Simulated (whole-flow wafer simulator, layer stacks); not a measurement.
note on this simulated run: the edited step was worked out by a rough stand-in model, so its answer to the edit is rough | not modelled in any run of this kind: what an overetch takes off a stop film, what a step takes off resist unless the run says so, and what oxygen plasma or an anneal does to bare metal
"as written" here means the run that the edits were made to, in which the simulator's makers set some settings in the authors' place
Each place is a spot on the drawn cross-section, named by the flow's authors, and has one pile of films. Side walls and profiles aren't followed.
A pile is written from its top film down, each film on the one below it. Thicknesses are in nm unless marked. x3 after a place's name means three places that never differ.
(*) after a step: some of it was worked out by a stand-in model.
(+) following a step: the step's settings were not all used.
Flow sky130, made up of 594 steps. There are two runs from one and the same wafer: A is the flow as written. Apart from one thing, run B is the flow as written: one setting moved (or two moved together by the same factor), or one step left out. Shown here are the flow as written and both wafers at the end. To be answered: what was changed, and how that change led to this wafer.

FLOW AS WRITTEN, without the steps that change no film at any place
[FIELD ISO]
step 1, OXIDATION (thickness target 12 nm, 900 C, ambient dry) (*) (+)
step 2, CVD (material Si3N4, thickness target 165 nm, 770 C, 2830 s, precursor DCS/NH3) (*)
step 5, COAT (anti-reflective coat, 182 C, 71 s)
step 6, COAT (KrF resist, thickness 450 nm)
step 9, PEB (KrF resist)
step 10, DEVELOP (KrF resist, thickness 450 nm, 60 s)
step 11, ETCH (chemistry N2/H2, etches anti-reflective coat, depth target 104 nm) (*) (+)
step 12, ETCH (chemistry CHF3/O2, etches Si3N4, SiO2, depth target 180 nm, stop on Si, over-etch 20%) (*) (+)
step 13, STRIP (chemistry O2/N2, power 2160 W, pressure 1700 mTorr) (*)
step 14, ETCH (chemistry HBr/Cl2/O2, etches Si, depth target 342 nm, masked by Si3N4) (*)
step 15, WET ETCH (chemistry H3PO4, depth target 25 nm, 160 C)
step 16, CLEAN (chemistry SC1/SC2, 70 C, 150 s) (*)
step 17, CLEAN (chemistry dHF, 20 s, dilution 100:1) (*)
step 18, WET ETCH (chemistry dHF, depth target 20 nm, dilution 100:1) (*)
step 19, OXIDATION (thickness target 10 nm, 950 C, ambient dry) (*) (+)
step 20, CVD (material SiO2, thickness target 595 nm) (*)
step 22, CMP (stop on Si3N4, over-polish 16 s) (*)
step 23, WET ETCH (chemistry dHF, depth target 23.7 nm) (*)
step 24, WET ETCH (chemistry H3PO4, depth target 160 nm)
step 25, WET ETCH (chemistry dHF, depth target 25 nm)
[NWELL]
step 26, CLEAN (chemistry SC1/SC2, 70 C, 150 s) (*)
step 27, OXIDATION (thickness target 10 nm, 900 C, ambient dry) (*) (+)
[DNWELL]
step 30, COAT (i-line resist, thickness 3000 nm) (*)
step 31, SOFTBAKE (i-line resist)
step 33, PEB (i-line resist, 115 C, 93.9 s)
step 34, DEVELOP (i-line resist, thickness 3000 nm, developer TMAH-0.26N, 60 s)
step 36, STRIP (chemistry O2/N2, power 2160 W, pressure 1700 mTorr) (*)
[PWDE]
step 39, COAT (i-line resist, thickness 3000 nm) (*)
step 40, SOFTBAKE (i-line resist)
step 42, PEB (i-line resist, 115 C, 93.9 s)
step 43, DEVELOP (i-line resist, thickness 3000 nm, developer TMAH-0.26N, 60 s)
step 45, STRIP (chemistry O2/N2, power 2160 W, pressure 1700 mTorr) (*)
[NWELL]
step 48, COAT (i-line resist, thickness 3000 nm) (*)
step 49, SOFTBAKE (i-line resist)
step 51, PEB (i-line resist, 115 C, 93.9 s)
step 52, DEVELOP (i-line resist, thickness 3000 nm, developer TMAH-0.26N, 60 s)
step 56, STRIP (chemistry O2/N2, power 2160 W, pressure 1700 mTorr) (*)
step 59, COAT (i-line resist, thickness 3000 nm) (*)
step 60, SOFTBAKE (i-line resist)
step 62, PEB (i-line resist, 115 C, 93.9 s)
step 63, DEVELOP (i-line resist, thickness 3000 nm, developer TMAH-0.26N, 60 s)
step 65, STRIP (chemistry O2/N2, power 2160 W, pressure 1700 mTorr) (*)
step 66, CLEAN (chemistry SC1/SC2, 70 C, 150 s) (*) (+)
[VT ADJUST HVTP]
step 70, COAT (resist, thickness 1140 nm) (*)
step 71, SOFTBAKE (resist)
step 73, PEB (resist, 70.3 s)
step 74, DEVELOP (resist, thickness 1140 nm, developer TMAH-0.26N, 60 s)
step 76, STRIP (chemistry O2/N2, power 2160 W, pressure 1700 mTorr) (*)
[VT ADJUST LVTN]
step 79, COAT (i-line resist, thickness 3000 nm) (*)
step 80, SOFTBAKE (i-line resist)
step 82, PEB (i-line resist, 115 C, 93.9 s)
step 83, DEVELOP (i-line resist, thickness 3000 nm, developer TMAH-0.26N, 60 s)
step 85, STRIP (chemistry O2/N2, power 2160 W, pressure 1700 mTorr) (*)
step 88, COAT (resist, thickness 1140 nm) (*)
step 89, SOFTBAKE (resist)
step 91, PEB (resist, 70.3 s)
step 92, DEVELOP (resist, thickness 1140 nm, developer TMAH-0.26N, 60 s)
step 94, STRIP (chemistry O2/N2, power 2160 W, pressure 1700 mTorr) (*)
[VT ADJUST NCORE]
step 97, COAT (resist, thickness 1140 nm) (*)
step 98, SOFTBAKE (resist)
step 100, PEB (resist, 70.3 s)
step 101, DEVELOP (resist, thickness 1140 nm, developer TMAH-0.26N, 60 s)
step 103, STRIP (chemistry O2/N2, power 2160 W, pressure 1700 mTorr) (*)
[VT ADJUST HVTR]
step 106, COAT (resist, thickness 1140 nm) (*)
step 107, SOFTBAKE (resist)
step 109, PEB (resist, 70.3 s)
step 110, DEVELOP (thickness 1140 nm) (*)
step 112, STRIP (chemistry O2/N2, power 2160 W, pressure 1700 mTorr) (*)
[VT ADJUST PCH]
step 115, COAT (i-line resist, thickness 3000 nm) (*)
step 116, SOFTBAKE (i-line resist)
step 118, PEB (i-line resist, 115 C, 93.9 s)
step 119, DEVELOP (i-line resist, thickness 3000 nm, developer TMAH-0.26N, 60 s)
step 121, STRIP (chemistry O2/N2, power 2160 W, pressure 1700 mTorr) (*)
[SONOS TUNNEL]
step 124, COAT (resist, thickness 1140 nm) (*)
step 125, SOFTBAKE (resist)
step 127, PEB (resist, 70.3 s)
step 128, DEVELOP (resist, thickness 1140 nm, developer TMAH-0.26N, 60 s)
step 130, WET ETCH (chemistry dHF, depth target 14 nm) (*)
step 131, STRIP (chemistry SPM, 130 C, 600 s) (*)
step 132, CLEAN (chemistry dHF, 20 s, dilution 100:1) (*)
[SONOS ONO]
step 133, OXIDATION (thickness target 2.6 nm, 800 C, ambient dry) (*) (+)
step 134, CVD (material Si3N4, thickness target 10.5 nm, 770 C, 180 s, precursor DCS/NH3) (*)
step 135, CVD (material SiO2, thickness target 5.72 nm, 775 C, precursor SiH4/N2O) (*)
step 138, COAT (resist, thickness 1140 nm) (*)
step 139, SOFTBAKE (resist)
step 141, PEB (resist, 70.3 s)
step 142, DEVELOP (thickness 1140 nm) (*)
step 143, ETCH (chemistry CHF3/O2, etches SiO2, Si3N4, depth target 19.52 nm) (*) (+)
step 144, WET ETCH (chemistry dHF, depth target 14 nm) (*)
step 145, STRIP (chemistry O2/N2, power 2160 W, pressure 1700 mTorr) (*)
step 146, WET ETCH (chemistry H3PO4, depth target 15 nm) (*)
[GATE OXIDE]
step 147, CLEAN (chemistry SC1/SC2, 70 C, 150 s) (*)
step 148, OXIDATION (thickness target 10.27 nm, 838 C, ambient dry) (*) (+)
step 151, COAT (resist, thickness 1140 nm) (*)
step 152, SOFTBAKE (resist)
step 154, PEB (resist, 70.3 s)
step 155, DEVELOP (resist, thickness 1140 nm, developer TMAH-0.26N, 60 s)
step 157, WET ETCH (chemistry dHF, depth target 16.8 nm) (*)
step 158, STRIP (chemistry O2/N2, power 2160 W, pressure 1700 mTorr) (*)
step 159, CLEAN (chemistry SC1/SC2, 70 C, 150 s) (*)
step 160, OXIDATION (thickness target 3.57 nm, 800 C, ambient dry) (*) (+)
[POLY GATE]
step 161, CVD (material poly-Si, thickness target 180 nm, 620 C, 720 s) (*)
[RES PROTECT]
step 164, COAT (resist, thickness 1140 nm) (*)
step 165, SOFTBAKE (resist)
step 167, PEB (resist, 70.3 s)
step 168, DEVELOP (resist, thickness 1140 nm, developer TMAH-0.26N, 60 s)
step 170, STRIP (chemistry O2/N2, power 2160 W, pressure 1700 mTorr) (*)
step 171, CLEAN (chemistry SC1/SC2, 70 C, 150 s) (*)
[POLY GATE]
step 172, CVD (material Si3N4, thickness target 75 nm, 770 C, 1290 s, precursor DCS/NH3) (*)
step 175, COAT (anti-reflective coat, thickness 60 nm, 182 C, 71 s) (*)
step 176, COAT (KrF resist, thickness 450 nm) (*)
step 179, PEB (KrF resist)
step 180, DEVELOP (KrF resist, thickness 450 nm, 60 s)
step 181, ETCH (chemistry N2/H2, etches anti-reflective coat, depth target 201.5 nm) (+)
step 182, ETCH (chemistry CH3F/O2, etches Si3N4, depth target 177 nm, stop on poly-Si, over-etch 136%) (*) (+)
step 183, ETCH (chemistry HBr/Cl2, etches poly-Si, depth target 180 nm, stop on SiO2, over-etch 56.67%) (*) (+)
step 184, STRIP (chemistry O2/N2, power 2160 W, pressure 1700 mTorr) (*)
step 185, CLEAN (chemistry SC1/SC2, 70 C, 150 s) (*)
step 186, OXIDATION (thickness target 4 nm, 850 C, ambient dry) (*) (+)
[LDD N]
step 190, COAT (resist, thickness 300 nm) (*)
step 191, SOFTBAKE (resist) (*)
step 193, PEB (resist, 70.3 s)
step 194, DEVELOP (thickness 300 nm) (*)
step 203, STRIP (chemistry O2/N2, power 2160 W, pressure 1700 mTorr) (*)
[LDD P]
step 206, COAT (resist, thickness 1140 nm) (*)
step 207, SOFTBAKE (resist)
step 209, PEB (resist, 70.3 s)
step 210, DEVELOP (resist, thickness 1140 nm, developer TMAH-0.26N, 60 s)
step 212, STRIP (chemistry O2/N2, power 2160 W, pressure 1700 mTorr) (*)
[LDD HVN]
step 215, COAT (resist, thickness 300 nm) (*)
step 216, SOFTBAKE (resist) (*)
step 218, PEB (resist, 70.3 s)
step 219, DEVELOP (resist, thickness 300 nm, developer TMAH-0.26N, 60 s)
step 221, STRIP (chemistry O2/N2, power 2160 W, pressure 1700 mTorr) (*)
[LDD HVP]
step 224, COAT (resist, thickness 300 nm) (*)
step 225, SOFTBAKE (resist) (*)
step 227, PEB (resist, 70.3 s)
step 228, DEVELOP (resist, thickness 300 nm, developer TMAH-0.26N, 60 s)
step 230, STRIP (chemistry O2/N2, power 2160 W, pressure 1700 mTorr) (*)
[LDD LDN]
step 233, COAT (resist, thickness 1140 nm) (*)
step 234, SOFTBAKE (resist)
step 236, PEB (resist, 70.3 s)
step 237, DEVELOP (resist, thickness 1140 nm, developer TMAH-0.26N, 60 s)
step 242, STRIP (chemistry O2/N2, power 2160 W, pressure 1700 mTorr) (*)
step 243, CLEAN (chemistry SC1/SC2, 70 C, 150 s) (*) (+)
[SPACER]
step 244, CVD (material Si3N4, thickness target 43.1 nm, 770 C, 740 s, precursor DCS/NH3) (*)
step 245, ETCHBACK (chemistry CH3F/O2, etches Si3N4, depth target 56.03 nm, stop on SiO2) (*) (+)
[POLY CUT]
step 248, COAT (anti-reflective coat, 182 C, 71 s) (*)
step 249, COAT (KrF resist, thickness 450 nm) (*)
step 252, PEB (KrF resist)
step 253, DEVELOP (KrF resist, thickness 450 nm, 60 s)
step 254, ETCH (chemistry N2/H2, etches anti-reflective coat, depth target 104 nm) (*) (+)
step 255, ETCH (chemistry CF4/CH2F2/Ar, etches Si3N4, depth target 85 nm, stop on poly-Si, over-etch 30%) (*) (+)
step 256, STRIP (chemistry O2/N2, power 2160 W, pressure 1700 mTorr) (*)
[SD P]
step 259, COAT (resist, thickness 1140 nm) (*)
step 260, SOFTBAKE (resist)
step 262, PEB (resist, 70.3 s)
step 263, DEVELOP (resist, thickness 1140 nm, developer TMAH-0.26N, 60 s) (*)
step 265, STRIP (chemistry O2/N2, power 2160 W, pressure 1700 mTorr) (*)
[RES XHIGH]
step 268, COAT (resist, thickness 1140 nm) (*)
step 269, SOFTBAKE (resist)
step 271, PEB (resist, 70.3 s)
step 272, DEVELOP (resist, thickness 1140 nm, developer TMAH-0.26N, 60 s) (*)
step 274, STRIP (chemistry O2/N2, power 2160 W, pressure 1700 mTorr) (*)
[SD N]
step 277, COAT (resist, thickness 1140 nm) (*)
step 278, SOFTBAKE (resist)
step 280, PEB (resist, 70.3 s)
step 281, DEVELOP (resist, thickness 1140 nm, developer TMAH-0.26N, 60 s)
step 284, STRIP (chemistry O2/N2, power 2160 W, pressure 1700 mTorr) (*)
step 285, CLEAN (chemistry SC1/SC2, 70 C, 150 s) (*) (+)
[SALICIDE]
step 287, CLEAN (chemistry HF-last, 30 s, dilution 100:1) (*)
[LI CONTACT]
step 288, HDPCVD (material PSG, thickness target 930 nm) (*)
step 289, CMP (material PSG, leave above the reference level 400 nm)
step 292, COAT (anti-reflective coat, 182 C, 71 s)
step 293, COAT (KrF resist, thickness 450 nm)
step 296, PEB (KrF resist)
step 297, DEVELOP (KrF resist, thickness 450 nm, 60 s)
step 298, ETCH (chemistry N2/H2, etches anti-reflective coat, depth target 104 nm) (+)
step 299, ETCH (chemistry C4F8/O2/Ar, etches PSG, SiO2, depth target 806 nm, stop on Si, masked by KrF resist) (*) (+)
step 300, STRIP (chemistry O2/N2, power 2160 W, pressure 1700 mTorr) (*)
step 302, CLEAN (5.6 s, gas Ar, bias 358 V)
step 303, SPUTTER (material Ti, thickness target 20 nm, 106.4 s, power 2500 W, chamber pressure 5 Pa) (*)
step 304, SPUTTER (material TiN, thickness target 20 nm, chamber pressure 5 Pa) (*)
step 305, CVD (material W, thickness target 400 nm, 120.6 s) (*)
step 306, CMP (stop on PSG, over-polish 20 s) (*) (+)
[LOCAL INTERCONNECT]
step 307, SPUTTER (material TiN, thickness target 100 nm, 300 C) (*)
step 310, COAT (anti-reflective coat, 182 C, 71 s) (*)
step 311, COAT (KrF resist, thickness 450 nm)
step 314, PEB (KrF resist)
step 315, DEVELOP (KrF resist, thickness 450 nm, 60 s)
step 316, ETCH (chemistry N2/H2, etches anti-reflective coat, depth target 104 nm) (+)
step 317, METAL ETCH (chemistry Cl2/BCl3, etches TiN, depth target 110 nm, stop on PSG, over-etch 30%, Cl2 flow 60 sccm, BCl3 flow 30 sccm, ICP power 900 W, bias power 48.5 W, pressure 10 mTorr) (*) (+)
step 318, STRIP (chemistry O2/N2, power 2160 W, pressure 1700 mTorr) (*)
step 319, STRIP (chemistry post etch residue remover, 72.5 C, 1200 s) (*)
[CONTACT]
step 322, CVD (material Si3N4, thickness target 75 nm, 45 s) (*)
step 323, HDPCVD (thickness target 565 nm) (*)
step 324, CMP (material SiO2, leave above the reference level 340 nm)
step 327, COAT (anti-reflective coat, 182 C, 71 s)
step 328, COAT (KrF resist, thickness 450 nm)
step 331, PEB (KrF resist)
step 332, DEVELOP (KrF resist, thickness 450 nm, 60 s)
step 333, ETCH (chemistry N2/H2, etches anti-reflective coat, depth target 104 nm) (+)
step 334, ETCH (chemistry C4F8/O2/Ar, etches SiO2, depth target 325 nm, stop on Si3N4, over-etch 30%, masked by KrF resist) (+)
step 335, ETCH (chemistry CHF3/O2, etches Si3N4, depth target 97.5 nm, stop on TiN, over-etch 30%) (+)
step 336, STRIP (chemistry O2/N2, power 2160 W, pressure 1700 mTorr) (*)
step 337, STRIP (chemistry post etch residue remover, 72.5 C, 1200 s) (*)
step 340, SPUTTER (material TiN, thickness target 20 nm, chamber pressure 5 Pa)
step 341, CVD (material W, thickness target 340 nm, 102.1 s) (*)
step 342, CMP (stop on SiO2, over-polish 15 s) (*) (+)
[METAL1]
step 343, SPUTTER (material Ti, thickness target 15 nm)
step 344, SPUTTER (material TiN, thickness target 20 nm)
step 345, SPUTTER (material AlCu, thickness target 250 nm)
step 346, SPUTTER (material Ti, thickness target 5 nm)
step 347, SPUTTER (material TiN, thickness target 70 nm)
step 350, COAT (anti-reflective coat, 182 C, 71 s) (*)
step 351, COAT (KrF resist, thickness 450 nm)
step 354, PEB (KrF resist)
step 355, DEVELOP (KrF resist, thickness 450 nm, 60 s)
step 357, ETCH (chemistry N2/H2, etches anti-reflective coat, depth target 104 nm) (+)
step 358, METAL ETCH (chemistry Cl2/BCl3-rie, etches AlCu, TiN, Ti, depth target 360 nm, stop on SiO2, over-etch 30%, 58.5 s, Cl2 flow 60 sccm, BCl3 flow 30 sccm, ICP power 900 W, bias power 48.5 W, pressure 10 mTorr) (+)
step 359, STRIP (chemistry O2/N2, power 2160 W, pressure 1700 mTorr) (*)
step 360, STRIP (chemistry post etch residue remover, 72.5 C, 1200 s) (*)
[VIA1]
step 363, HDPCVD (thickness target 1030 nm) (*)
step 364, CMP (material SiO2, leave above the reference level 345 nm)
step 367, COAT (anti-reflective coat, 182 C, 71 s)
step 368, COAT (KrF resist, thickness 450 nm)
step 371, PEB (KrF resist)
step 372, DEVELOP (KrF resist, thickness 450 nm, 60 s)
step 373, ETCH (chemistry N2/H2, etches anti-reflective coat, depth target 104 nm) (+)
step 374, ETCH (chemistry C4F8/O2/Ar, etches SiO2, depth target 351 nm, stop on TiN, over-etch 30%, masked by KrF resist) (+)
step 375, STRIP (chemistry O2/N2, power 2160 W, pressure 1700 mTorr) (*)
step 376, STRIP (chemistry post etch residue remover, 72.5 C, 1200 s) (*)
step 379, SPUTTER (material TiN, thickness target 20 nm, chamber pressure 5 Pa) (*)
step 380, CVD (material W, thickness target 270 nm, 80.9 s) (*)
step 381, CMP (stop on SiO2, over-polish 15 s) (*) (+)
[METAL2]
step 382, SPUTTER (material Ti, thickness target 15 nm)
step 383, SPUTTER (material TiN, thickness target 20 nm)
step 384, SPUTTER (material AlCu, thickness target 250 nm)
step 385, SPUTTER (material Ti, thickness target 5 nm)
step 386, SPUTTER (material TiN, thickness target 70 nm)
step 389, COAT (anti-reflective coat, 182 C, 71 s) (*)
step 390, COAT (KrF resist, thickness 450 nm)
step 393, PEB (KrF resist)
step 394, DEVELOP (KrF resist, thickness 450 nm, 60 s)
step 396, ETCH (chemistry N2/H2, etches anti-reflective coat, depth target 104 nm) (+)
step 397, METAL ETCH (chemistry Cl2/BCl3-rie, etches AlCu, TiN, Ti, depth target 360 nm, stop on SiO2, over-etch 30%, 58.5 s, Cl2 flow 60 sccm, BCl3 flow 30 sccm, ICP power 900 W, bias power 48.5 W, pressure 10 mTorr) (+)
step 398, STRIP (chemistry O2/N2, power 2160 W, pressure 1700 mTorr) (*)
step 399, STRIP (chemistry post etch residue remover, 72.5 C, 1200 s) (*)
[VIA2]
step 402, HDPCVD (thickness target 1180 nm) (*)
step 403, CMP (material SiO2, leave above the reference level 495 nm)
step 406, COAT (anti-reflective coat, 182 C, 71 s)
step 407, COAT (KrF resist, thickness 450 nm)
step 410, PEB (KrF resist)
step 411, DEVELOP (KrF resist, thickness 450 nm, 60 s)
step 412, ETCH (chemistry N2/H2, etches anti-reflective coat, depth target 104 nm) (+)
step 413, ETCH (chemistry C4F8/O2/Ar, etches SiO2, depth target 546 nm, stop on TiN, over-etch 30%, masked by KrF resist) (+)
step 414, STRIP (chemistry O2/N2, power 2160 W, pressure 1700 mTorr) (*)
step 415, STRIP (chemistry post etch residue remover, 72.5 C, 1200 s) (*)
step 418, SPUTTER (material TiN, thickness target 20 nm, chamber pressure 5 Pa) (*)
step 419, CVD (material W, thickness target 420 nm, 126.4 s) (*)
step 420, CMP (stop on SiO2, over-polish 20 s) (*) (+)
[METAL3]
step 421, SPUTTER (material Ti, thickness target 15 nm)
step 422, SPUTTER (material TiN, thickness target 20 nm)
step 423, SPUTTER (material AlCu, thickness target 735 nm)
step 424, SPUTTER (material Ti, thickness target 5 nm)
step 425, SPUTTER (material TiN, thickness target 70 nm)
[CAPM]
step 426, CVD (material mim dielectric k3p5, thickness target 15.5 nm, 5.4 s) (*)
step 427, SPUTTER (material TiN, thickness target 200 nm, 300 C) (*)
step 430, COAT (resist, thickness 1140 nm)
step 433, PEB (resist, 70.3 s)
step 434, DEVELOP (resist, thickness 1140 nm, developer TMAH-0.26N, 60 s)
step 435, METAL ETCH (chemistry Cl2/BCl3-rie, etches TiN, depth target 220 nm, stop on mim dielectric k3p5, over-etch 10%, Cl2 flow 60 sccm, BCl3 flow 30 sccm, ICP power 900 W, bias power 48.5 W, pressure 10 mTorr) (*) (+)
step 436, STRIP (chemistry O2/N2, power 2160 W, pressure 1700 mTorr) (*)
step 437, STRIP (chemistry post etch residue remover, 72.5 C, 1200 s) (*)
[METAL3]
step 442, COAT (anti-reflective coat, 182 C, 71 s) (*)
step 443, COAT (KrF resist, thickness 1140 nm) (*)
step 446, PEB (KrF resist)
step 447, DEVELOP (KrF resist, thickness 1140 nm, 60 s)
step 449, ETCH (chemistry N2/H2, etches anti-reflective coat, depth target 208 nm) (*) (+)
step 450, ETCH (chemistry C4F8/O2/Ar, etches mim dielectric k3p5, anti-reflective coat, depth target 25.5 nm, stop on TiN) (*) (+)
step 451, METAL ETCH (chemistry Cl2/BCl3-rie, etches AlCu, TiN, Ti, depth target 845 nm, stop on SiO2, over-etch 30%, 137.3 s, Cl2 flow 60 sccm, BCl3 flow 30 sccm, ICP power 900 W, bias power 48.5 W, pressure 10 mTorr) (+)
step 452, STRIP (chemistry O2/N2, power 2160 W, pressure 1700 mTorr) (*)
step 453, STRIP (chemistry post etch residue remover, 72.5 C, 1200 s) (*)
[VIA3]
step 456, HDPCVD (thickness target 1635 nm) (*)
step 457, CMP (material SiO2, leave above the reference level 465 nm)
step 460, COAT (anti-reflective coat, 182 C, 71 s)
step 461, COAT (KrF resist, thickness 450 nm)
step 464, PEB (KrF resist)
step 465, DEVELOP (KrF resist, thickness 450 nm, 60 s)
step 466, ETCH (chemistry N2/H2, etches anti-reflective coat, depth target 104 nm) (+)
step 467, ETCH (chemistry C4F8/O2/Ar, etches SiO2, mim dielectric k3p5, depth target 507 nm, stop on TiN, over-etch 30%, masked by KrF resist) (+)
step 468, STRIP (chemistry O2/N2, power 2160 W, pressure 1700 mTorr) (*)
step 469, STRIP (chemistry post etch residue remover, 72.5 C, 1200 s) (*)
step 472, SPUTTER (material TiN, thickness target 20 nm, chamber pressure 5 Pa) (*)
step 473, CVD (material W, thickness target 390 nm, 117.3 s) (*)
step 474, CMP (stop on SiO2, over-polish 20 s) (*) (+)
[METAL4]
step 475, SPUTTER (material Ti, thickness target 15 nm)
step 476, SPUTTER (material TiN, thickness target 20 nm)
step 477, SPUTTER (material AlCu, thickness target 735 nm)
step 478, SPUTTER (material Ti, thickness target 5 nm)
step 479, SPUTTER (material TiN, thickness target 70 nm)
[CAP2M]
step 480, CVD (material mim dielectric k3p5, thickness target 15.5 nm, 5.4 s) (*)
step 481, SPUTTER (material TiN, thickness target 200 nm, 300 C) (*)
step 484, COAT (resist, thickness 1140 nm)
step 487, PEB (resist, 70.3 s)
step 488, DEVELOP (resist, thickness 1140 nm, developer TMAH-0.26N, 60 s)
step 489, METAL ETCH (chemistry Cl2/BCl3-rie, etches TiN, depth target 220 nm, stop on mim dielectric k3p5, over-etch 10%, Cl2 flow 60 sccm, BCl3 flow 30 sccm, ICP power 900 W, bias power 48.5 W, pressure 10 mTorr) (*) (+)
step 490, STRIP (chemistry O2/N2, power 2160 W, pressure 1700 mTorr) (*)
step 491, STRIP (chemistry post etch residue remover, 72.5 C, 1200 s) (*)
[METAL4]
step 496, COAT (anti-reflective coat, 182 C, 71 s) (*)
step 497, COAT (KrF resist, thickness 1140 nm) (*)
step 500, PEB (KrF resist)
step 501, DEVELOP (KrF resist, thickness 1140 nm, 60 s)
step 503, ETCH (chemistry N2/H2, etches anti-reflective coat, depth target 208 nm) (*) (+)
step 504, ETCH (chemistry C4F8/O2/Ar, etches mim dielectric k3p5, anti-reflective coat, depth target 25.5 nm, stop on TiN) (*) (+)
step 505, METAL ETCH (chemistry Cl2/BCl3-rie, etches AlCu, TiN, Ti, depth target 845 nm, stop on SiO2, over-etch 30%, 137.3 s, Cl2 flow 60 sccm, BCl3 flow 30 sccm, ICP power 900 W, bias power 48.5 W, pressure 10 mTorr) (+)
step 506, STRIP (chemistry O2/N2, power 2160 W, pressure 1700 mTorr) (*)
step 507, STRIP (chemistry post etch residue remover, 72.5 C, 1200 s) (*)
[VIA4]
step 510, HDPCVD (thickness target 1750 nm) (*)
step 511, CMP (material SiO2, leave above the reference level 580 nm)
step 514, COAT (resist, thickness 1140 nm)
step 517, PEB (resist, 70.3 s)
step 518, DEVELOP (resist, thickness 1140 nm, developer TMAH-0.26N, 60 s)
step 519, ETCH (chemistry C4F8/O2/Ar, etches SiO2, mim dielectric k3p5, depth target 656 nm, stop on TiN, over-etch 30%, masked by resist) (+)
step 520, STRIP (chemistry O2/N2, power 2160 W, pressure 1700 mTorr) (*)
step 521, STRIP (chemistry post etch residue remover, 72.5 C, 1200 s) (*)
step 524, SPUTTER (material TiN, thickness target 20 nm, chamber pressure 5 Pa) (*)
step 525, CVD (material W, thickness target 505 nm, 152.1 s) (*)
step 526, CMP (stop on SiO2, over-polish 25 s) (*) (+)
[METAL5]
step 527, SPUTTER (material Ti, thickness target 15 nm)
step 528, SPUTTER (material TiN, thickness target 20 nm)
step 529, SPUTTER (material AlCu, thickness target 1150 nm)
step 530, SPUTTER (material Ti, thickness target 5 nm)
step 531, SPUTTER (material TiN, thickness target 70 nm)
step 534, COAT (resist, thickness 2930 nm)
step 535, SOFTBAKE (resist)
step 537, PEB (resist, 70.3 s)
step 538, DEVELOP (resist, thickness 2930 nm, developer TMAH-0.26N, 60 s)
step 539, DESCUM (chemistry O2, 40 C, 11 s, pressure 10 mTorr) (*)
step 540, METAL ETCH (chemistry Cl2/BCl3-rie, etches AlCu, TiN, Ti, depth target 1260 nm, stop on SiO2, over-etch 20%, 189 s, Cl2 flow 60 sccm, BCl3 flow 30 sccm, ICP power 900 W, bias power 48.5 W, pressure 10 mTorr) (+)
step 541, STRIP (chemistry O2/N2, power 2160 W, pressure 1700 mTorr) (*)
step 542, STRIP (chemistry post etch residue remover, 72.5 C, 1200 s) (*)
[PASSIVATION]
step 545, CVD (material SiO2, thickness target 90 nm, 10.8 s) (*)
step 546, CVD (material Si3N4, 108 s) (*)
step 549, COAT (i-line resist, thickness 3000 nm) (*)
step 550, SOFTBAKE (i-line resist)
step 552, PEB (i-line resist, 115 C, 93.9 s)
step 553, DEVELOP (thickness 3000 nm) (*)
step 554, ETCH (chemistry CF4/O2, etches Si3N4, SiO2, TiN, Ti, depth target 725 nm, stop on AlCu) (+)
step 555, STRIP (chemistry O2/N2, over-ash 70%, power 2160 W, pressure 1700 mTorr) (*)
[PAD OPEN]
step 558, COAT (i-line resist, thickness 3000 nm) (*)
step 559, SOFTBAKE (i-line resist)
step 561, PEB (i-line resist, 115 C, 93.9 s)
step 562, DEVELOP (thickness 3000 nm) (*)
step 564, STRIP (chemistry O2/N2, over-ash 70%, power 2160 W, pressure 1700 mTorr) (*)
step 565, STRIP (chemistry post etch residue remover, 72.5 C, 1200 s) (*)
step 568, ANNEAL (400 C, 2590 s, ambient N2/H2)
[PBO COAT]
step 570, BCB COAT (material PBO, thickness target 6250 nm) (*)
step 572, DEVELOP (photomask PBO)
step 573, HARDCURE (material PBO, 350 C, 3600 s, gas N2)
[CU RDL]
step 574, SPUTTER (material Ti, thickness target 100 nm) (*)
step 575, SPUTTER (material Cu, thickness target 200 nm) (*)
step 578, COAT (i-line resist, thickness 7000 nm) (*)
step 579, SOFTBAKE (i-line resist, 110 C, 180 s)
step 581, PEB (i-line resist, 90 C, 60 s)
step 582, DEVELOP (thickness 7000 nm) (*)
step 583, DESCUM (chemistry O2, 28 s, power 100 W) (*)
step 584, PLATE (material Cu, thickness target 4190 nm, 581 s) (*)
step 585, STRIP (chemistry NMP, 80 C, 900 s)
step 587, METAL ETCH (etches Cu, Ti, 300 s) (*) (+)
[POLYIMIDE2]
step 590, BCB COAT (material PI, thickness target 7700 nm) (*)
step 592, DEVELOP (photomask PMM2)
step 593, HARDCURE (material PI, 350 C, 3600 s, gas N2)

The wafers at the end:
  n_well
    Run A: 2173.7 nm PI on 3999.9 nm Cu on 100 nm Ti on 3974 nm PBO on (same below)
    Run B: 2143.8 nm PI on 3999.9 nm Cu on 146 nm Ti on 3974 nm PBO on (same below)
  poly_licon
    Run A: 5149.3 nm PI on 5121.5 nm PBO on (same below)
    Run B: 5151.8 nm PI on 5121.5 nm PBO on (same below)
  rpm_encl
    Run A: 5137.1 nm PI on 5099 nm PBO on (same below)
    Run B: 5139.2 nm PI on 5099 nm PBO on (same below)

Cause: step 574, SPUTTER: thickness target 146 nm was run, though the flow has thickness target 100 nm.
The wafer lets one read it off: n_well has Ti 146, and step 574 as written asks for 100 nm.

How this came from the change, step by step:
  step 574, SPUTTER (material Ti, thickness target 100 nm) (*)
      field, active, n_well and 190 more: A +100 Ti (new film) | B +146 Ti (new film)
  step 587, METAL ETCH (etches Cu, Ti, 300 s) (*) (+)
      field, active, gate and 167 more: A -200 Cu (all of it), -100 Ti (all of it) | B -200 Cu (all of it), -146 Ti (all of it)
  step 590, BCB COAT (material PI, thickness target 7700 nm) (*)
      de16_gate_nw: A +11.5 um PI (new film) | B +11.55 um PI (new film)
